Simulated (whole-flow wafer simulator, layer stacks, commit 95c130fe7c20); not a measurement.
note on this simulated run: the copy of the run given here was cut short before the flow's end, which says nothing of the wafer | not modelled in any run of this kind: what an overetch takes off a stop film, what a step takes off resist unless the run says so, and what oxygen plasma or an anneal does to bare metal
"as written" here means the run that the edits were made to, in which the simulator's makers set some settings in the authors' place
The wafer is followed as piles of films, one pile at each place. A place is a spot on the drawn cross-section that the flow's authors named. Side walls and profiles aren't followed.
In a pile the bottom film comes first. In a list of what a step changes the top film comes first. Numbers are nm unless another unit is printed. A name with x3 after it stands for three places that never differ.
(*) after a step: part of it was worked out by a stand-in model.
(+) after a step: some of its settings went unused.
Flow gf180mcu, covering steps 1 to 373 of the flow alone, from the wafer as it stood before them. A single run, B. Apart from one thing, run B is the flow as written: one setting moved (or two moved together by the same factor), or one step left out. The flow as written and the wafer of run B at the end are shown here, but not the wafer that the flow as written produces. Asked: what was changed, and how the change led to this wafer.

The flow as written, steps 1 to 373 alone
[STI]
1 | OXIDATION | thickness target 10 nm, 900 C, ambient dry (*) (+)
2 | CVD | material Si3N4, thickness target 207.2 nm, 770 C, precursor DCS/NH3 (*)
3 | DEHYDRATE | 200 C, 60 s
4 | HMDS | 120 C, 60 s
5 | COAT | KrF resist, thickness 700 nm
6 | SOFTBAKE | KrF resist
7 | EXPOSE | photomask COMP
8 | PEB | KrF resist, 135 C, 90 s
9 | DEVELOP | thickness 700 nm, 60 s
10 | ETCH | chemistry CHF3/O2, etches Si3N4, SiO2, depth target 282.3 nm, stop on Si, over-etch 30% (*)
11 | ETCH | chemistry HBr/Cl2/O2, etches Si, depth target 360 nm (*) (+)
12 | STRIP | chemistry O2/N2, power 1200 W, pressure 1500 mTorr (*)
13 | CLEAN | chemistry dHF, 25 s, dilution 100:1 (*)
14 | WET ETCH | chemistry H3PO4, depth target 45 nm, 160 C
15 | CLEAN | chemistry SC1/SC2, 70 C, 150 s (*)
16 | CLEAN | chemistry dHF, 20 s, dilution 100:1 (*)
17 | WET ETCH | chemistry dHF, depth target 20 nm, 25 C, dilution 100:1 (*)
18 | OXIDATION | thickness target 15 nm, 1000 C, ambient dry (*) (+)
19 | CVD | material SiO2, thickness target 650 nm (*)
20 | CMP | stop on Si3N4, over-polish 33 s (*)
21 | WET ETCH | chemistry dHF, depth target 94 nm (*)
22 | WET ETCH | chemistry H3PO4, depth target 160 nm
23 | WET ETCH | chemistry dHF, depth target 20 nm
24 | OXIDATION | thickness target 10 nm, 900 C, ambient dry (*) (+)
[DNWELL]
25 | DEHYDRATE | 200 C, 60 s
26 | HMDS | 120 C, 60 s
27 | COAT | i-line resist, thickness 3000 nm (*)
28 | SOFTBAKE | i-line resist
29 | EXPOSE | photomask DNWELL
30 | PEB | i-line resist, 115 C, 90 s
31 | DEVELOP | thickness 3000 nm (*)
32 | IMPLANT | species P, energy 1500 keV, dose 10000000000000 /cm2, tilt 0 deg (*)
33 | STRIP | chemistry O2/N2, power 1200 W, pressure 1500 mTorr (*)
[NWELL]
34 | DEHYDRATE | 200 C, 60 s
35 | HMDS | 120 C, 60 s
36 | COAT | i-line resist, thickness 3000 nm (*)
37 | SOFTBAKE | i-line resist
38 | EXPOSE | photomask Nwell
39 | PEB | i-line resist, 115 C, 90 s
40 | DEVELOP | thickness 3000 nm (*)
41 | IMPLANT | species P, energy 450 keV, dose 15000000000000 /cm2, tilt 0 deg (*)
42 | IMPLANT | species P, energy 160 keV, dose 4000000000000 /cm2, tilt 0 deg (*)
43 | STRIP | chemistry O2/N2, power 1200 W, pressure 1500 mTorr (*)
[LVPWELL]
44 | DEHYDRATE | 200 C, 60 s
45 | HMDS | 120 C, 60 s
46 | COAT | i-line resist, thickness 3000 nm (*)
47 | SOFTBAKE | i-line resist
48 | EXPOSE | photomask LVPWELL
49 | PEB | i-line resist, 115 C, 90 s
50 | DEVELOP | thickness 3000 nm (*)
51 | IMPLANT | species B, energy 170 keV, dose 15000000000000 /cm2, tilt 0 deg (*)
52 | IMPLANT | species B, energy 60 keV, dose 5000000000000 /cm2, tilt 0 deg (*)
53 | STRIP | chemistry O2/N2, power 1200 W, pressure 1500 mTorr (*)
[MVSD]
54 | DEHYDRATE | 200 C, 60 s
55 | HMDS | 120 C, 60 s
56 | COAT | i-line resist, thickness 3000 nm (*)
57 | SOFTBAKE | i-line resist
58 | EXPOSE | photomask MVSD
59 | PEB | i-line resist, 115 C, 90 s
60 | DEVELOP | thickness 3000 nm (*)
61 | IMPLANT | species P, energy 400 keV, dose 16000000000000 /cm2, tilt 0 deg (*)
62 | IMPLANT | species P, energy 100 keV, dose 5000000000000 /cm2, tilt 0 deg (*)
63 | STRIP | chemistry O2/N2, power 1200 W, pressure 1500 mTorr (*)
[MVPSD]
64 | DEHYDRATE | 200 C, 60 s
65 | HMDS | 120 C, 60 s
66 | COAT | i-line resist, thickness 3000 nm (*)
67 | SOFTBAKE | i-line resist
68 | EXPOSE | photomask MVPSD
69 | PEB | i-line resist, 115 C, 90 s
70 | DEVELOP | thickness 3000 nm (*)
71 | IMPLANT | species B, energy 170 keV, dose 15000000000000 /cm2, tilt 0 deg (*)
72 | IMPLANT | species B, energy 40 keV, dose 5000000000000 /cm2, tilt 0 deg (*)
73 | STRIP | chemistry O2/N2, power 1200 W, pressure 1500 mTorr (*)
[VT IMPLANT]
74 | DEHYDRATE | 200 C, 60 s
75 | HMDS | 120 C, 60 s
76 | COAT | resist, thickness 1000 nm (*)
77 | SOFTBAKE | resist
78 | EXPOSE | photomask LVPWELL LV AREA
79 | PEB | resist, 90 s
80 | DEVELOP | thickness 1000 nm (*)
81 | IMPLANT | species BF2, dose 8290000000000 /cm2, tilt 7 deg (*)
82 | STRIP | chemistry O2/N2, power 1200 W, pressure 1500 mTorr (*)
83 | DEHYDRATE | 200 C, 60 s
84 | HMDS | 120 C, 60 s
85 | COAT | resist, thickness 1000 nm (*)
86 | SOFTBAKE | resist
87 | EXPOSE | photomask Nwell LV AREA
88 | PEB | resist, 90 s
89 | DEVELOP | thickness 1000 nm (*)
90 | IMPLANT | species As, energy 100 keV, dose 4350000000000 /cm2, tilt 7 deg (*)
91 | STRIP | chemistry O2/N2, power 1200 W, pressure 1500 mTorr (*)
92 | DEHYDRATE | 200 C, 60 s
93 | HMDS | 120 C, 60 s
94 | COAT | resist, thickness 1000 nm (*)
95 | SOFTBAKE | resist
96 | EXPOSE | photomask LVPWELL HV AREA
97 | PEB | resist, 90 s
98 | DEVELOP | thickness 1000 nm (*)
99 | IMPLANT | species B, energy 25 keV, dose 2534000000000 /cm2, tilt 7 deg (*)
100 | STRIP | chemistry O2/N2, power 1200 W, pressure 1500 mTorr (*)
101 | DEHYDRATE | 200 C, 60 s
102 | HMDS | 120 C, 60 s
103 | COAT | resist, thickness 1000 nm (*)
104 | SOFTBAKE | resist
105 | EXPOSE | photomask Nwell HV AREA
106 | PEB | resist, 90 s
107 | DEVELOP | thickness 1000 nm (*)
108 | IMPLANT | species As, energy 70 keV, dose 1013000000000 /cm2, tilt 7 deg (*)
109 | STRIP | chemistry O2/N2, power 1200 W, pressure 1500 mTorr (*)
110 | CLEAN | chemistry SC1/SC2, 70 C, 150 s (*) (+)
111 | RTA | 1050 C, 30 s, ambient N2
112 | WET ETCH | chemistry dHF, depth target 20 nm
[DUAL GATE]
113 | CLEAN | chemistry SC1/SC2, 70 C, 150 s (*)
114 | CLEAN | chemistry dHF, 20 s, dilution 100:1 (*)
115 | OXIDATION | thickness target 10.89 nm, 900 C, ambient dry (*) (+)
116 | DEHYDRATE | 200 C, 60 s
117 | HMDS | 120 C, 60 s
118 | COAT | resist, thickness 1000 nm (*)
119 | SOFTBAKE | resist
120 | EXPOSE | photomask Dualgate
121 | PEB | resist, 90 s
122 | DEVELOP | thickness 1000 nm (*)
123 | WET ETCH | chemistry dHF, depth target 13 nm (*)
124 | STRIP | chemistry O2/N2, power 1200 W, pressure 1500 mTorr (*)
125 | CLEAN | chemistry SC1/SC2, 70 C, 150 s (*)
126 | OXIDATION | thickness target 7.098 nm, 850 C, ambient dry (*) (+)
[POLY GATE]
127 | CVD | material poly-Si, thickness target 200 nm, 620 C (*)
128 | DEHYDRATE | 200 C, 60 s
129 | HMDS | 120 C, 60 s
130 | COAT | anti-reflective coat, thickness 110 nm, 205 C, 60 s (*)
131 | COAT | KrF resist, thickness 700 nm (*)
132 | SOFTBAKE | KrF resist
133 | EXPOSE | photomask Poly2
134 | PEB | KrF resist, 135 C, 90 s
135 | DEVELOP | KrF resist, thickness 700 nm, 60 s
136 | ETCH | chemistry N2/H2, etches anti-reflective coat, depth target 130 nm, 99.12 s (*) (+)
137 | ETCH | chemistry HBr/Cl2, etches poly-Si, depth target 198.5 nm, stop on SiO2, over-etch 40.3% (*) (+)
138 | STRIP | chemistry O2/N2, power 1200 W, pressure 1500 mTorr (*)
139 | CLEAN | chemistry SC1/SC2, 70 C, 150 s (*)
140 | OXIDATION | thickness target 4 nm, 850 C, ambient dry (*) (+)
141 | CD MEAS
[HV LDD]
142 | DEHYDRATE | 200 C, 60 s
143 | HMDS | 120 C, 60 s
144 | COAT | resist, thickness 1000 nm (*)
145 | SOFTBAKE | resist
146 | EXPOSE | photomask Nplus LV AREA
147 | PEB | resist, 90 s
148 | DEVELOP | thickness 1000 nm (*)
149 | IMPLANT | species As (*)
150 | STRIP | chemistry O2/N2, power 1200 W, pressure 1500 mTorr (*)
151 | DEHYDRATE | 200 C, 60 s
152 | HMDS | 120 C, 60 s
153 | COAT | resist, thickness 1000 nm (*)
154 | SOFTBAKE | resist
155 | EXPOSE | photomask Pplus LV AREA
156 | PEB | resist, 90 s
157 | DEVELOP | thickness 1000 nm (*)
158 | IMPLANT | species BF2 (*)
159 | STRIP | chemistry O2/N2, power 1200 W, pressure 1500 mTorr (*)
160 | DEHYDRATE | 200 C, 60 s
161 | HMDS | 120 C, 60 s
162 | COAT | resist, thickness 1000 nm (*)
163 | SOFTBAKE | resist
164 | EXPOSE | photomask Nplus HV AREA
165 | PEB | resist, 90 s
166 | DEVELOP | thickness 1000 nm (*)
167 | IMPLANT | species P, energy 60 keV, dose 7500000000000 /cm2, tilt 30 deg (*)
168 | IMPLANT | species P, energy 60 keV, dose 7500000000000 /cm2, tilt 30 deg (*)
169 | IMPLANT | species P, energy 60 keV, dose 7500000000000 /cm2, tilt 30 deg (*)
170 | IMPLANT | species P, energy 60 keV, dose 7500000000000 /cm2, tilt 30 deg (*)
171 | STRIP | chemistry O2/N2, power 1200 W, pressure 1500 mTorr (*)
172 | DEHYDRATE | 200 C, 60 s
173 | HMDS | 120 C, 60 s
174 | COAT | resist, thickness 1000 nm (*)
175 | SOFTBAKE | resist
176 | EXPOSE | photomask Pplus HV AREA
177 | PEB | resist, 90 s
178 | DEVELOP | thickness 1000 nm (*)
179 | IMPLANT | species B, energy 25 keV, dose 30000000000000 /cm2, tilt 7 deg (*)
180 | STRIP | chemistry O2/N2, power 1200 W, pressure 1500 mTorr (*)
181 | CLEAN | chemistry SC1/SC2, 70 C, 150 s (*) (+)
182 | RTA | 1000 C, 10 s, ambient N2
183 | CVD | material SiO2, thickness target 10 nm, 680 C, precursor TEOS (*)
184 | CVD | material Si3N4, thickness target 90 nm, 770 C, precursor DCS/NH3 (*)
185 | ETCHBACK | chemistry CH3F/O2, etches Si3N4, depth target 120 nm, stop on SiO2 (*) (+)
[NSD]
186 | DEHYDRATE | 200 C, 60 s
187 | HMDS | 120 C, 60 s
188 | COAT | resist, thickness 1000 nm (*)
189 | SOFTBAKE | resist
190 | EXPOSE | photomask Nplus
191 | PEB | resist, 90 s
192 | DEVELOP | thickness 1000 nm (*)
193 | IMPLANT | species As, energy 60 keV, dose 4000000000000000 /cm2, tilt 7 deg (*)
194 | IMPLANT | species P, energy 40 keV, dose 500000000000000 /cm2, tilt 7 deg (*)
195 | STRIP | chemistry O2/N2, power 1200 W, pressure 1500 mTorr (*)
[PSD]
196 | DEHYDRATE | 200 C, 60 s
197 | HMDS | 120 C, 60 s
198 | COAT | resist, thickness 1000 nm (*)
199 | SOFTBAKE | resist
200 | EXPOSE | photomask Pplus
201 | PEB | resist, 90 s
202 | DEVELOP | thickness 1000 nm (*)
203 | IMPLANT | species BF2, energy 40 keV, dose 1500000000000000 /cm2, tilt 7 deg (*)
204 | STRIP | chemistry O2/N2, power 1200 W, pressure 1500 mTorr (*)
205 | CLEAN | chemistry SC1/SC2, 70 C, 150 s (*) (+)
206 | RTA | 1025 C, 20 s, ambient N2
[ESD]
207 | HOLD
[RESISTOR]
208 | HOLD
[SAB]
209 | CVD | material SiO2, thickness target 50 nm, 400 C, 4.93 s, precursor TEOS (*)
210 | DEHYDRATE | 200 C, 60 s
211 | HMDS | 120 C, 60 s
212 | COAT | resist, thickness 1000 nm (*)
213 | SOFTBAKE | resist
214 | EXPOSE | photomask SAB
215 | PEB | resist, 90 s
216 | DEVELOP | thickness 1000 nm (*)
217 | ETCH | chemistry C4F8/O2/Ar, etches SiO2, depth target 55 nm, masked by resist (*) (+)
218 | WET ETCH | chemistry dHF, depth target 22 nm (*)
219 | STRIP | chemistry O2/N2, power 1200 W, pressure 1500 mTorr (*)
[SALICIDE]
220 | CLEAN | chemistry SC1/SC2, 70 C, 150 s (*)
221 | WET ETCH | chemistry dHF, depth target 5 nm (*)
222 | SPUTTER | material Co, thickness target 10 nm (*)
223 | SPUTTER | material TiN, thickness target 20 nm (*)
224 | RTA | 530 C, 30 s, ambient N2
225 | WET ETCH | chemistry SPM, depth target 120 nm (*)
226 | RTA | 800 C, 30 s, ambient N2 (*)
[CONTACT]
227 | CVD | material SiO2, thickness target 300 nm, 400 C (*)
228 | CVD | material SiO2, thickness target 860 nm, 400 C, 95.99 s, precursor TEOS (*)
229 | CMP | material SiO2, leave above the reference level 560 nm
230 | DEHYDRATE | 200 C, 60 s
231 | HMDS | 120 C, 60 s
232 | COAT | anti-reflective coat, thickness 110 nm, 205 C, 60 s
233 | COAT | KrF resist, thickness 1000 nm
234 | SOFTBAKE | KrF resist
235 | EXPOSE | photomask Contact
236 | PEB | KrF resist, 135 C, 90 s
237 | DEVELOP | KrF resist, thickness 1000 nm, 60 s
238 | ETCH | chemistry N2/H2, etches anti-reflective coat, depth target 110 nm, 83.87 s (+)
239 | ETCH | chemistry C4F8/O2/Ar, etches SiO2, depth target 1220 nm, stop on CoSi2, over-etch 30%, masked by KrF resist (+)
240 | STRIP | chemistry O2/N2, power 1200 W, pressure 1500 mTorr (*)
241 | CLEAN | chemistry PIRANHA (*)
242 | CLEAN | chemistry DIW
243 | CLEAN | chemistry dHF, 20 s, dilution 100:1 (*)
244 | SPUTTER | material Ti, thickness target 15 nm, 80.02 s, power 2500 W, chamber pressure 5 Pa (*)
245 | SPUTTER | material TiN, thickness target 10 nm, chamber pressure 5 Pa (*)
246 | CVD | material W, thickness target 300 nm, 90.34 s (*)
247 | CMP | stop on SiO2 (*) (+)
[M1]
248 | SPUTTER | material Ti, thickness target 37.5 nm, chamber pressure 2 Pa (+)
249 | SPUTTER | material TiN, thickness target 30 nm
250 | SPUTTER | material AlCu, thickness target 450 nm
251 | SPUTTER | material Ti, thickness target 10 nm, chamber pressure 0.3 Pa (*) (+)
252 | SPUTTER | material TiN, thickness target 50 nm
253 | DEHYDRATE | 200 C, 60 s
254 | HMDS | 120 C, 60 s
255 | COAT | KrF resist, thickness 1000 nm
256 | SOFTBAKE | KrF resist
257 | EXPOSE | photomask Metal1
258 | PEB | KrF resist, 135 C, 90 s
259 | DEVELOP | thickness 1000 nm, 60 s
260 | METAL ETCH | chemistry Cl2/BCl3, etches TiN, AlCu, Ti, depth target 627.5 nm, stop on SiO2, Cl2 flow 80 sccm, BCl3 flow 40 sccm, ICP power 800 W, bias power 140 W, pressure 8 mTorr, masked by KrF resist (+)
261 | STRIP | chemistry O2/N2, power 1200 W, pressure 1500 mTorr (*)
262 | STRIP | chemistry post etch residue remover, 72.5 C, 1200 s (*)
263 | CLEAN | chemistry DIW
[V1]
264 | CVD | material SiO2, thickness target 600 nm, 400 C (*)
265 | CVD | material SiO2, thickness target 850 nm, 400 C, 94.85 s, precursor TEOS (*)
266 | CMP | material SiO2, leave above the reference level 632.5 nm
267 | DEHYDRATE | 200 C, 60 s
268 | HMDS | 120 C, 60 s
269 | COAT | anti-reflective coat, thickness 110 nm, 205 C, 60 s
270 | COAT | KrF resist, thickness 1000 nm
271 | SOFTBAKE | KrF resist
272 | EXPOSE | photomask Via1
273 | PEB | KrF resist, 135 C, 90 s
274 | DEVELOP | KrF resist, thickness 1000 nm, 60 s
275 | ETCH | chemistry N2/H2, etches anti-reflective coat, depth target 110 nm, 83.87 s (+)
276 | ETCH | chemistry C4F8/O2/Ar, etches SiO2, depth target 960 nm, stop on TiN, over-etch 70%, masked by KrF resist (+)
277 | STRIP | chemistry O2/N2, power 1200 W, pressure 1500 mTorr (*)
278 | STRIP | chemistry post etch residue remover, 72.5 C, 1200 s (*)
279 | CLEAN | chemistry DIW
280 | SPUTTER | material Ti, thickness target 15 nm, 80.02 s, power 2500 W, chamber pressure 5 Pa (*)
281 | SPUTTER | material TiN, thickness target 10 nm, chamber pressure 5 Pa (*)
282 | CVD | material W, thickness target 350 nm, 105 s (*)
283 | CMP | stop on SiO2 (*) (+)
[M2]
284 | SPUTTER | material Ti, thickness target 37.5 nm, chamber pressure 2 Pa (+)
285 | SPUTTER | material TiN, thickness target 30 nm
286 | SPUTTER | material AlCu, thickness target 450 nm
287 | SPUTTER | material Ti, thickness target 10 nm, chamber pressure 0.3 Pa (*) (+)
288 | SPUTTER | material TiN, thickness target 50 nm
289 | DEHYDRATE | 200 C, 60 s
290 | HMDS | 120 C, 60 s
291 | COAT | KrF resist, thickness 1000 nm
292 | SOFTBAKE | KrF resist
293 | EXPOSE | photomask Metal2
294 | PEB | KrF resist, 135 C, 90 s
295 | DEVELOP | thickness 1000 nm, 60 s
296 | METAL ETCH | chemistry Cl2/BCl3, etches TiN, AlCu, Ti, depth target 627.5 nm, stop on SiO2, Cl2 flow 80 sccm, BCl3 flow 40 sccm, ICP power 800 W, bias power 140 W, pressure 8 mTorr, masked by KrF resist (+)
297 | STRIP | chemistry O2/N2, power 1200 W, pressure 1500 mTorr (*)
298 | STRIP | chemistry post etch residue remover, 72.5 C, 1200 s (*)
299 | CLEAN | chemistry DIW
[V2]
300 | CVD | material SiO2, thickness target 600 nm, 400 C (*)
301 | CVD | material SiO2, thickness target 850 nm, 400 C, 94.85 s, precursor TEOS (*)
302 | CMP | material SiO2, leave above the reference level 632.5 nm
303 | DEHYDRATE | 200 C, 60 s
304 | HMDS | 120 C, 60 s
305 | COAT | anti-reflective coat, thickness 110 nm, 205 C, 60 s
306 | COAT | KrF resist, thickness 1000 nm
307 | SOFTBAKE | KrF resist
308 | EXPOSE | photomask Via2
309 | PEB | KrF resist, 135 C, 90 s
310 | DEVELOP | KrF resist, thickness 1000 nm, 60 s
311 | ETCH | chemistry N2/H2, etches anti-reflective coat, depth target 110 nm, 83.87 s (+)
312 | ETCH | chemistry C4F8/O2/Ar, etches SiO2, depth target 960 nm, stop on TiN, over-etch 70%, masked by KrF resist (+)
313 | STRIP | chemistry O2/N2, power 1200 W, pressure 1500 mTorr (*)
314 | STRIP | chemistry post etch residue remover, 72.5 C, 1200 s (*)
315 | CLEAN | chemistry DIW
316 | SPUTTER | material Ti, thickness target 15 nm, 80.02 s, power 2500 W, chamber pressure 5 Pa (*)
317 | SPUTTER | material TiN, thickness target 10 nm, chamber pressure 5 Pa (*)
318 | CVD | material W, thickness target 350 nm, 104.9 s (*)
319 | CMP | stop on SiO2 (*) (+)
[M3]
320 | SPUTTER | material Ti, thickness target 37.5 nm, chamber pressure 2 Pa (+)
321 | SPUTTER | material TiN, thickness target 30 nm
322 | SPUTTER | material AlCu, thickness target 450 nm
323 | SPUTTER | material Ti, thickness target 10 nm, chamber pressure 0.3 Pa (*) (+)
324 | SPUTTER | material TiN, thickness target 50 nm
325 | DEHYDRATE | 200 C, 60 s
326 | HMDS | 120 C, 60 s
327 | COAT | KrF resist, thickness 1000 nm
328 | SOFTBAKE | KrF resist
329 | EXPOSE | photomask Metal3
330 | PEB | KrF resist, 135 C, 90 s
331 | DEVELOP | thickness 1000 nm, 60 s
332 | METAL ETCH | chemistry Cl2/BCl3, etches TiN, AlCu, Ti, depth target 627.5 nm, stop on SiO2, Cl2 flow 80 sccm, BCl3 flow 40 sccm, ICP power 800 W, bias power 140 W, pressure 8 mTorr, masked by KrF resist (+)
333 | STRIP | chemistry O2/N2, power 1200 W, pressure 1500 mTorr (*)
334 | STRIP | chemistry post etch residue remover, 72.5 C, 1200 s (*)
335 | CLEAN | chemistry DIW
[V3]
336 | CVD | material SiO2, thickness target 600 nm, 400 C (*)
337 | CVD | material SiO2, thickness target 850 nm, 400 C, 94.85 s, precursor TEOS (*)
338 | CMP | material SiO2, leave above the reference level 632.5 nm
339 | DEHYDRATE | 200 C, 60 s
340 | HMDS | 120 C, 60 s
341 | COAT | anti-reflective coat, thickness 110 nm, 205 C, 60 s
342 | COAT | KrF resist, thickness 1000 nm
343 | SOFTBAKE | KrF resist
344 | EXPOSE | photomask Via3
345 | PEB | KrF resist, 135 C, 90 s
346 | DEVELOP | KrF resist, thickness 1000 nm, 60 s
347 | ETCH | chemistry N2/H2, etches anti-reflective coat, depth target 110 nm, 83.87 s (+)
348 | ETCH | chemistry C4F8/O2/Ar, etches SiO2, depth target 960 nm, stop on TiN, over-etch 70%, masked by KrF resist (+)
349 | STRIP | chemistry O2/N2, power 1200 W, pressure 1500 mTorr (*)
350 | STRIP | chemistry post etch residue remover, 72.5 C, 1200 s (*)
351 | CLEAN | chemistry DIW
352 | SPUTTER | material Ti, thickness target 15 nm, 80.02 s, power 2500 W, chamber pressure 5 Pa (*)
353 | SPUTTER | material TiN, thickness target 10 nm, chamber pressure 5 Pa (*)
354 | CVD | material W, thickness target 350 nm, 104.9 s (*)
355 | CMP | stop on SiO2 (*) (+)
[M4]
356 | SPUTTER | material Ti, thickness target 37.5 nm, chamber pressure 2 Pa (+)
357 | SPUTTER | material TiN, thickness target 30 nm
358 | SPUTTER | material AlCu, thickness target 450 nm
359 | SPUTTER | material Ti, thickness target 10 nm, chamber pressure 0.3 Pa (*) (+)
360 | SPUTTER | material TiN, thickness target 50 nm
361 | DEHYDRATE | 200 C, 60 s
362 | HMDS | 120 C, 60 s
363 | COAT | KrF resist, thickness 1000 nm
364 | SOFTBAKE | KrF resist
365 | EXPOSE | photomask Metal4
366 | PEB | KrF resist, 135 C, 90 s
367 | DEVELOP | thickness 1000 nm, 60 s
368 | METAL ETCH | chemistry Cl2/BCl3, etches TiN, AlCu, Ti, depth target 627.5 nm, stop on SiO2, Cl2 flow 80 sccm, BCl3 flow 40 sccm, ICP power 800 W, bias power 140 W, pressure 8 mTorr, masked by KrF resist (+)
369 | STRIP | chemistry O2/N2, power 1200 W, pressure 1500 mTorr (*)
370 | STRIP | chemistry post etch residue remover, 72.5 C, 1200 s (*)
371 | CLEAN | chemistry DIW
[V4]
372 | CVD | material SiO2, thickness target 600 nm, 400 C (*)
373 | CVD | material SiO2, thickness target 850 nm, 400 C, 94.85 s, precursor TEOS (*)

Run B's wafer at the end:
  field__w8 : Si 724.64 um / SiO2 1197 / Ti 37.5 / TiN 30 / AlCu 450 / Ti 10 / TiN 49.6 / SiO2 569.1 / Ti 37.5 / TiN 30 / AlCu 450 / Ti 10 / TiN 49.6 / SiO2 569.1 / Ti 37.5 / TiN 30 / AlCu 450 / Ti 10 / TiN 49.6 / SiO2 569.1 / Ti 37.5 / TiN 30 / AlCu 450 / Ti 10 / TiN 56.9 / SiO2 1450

What caused this: step 360, SPUTTER: thickness target 57.3 nm was run, while the flow as written has thickness target 50 nm.

How this came from the change, step by step:
  360 | SPUTTER | material TiN, thickness target 50 nm
      field, field__w1, field__w2 and 108 more: +57.3 TiN (new film) (it would be, as written: +50 TiN (new film))
  368 | METAL ETCH | chemistry Cl2/BCl3, etches TiN, AlCu, Ti, depth target 627.5 nm, stop on SiO2, Cl2 flow 80 sccm, BCl3 flow 40 sccm, ICP power 800 W, bias power 140 W, pressure 8 mTorr, masked by KrF resist (+)
      field, field__w1, field__w2 and 103 more: -57.3 TiN (all of it), -10 Ti (all of it), -450 AlCu (all of it), -30 TiN (all of it), -37.5 Ti (all of it) (it would be, as written: -50 TiN (all of it), -10 Ti (all of it), -450 AlCu (all of it), -30 TiN (all of it), -37.5 Ti (all of it))
